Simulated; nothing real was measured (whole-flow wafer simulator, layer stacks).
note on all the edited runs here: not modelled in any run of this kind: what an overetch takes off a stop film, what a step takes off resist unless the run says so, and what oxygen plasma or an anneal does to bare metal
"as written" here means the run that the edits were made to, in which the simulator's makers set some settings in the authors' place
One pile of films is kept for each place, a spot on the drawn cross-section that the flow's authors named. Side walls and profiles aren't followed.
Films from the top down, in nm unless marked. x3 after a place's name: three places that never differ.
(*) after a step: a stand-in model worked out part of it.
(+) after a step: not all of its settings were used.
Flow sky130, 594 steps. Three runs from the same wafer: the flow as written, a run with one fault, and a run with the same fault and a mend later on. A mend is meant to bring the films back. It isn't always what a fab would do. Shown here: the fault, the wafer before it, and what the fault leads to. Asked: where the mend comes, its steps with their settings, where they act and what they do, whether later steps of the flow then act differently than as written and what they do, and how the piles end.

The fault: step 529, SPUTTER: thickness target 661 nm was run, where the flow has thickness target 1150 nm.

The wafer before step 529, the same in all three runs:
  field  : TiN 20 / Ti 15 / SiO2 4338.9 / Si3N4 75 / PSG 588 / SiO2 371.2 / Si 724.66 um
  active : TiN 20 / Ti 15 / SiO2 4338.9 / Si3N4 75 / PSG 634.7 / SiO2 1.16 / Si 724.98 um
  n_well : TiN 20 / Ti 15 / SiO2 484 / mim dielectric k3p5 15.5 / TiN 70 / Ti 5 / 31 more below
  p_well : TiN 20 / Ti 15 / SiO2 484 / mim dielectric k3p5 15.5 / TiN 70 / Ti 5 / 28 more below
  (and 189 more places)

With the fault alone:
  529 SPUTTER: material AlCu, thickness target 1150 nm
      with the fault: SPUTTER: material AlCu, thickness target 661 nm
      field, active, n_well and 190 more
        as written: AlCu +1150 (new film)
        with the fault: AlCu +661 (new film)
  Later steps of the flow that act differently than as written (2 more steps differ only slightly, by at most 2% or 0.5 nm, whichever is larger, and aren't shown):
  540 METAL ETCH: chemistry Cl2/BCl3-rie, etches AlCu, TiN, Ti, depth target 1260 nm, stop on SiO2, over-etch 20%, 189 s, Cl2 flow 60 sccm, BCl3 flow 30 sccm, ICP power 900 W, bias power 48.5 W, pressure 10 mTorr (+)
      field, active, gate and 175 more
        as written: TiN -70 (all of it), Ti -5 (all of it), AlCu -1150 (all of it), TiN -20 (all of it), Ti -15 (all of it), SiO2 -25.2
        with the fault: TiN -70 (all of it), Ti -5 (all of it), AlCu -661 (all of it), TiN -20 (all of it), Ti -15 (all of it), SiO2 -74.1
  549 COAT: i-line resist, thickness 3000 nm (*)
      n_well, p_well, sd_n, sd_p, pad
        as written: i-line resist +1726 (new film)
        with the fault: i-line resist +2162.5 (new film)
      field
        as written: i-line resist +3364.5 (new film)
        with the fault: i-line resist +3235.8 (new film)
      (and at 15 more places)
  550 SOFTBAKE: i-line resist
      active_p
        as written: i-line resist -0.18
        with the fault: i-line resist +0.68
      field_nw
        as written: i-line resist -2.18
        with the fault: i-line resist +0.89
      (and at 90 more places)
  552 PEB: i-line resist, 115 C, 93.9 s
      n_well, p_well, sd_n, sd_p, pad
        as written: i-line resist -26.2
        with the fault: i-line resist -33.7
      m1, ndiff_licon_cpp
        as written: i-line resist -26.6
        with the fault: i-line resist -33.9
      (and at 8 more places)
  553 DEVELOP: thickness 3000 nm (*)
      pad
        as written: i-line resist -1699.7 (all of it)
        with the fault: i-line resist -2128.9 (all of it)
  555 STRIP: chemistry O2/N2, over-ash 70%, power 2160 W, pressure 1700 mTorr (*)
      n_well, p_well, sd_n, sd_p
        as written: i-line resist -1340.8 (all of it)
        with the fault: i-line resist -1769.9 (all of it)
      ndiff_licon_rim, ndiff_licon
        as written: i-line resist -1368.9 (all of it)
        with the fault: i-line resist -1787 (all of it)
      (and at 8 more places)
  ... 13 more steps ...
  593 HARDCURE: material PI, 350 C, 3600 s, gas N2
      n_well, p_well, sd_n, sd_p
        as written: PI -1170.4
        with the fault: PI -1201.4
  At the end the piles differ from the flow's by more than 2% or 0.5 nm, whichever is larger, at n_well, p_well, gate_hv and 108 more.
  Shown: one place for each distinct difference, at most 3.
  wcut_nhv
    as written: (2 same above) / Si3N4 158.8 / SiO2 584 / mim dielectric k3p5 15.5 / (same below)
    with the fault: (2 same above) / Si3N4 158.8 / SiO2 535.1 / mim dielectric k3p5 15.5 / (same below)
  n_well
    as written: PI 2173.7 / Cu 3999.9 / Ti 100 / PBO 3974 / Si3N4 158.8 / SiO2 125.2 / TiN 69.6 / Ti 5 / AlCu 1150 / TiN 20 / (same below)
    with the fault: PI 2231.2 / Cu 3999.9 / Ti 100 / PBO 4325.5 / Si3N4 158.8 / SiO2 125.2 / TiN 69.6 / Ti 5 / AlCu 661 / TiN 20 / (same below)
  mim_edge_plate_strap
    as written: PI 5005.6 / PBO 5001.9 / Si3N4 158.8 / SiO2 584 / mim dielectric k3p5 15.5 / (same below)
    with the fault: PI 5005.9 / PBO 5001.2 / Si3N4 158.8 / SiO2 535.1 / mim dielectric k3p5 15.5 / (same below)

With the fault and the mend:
  The mend comes after step 529.
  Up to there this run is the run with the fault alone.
  529a SPUTTER: material AlCu, thickness target 489 nm (the flow's step 529 once more, with other settings)
      field, active, n_well and 190 more
        AlCu +489
  No later step of the flow acts differently than as written at any place that is followed.
  At the end the piles are the same as the flow's at every place that both follow.
